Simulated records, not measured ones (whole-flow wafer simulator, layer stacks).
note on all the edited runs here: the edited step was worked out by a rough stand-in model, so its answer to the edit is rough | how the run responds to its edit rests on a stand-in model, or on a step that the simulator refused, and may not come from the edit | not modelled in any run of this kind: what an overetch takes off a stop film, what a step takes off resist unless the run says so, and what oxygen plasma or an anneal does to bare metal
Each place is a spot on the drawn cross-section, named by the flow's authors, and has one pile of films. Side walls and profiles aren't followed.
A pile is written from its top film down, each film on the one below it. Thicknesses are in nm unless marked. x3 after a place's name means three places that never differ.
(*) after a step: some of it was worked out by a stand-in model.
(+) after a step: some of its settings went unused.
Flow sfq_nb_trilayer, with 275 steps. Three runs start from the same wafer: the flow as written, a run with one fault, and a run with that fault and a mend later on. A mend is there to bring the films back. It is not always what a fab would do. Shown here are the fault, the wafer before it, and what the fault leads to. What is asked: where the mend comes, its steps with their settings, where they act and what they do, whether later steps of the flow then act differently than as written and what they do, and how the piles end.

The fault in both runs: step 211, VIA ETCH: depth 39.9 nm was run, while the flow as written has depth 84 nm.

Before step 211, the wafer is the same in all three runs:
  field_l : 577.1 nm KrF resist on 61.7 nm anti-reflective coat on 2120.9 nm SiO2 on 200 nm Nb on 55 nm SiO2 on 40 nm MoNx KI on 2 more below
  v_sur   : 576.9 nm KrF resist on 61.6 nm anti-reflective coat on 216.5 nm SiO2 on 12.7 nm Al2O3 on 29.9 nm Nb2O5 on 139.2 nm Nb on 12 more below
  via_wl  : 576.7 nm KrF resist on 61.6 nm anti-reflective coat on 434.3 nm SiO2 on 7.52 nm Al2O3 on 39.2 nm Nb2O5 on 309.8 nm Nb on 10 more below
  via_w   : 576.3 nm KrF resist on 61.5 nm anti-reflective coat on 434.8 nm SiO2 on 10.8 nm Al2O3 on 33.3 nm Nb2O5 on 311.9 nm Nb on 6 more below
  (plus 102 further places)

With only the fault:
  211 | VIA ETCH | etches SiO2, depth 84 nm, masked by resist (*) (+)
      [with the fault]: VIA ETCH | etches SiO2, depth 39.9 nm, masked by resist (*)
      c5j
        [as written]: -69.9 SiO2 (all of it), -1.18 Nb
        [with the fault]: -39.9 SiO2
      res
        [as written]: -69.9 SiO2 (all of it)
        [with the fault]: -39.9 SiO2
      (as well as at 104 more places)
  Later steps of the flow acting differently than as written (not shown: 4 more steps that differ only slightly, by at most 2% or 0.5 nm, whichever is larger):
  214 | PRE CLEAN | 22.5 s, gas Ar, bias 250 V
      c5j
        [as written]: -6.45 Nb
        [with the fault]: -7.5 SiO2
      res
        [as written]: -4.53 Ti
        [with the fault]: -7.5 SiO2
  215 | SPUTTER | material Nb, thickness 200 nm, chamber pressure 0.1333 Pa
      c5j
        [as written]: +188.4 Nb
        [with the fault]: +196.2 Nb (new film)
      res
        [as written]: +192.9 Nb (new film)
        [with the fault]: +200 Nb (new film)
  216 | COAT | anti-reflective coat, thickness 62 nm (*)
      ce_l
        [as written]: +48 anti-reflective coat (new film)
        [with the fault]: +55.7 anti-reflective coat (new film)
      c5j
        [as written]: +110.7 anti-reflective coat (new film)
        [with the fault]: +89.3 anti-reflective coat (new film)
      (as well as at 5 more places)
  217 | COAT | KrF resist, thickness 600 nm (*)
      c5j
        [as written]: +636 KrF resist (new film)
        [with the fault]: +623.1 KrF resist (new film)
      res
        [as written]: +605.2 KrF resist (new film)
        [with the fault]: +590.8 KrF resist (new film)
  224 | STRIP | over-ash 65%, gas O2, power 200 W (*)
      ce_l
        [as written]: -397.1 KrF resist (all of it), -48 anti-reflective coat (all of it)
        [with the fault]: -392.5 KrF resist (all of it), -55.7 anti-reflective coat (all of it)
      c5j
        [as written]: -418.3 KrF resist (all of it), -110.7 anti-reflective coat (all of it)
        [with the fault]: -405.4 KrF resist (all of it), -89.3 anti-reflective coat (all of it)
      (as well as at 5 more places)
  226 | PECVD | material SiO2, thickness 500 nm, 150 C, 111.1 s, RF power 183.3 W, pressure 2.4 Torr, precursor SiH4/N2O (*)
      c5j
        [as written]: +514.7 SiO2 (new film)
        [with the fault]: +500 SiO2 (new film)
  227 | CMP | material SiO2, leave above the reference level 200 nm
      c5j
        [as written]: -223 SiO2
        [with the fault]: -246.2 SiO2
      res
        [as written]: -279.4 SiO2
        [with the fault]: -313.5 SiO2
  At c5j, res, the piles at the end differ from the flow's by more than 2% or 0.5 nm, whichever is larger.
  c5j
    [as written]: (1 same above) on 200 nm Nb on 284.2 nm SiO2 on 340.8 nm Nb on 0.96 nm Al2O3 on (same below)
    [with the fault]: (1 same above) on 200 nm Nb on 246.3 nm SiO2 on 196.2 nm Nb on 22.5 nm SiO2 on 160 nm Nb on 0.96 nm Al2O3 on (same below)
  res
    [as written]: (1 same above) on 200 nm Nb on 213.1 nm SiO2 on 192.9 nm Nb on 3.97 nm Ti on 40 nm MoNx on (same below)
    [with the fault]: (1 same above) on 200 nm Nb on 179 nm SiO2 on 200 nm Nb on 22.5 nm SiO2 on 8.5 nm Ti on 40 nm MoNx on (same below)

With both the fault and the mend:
  The mend follows step 212.
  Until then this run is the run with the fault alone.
  212a | COAT | anti-reflective coat, thickness 62 nm (*) (a further turn of the flow's step 204)
      field_r, ln_m5, lsp_m and 64 more
        +62 anti-reflective coat (new film)
      ln_m6, lsp_r, l0_sur, l0v, wl_a_sl, wl_a_m6, wl_a_sr, wl_g_sr
        +61.9 anti-reflective coat (new film)
      field_l, v_sur
        +61.6 anti-reflective coat (new film)
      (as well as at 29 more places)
  212b | COAT | KrF resist, thickness 650 nm (*) (a further turn of the flow's step 205)
      l0v, p4_fl x3, p4_w1 x9 and 35 more
        +650 KrF resist (new film)
      wl_b_m5, wl_b_sr, wl_c_sl and 12 more
        +649.9 KrF resist (new film)
      lsp_r, wl_j_sl, wl_j_sr
        +650.2 KrF resist (new film)
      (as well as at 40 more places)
  212c | SOFTBAKE | KrF resist (a further turn of the flow's step 206)
      alters no film at any place that is followed
  212d | EXPOSE | photomask C5, dose 11.94 mJ/cm2, NA 0.6, wavelength 248 nm (*) (a further turn of the flow's step 207)
      alters no film at any place that is followed
  212e | PEB | KrF resist, 90 s (a further turn of the flow's step 208)
      field_l, sp_r, moat and 79 more
        -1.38 KrF resist
      v_sur, via_wl, via_w, via_wr, via_sp, be_sur, jj_sur
        -1.37 KrF resist
      via_v, wire, res
        -1.36 KrF resist
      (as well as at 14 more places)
  212f | DEVELOP | KrF resist, thickness 650 nm, 60 s (a further turn of the flow's step 209)
      field_l, v_sur, via_wl and 101 more
        -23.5 KrF resist
      c5j
        -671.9 KrF resist (all of it)
      res
        -639.2 KrF resist (all of it)
  212g | VIA ETCH | etches anti-reflective coat, depth 125 nm, masked by resist (*) (+) (a further turn of the flow's step 210)
      field_l, v_sur, via_wl and 101 more
        -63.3 KrF resist
      c5j
        -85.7 anti-reflective coat (all of it), -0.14 SiO2
      res
        -75.9 anti-reflective coat (all of it), -0.19 SiO2
  212h | VIA ETCH | etches SiO2, depth 44.1 nm, masked by resist (*) (+) (a further turn of the flow's step 211, with different settings)
      field_l, v_sur, via_wl and 101 more
        -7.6 KrF resist
      c5j
        -29.9 SiO2 (all of it), -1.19 Nb
      res
        -29.8 SiO2 (all of it)
  212i | STRIP | over-ash 65%, gas O2, power 200 W (*) (a further turn of the flow's step 212)
      p4_fl x3, p4_w1 x9, p4_g1 x2 and 33 more
        -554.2 KrF resist (all of it), -62 anti-reflective coat (all of it)
      wl_b_sl, wl_b_m5, wl_b_sr and 14 more
        -554.1 KrF resist (all of it), -62 anti-reflective coat (all of it)
      lsp_r, l0_sur
        -554.4 KrF resist (all of it), -61.9 anti-reflective coat (all of it)
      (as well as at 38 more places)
  None of the later steps of the flow differs from how it acts as written, at any place that is followed, by more than 2% or 0.5 nm, whichever is larger.
  By the end, the piles equal the flow's at every place that both follow.
